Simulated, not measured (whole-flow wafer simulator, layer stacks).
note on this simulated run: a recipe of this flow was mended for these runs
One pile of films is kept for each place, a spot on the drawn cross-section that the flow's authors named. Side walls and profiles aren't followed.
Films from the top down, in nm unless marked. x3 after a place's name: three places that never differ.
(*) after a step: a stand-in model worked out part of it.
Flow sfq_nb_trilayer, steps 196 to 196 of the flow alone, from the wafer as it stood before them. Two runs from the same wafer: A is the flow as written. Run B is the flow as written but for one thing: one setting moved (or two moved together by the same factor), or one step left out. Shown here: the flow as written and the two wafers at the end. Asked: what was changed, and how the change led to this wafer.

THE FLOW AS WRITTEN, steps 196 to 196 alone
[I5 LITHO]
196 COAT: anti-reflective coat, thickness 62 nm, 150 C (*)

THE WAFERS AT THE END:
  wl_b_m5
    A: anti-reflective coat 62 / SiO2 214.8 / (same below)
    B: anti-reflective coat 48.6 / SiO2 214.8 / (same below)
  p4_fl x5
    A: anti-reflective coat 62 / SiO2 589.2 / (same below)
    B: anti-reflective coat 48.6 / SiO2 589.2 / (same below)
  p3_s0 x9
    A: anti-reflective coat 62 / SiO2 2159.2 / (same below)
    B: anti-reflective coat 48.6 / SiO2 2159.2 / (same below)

The cause: step 196, COAT: thickness 48.6 nm was run, where the flow has thickness 62 nm.
It can be read off the wafer: wl_b_m5 has anti-reflective coat 48.6, and step 196 as written asks for 62 nm.

How the change led to this, step by step:
  196 COAT: anti-reflective coat, thickness 62 nm, 150 C (*)
      p4_fl x5, p4_w1 x9, p3_s0 x9 and 41 more: A anti-reflective coat +62 (new film) | B anti-reflective coat +48.6 (new film)
      via_wl, via_w, via_wr, via_sp, via_v, lsp_r, l0_sur, l0v: A anti-reflective coat +62.3 (new film) | B anti-reflective coat +48.9 (new film)
      (and at 34 more places)
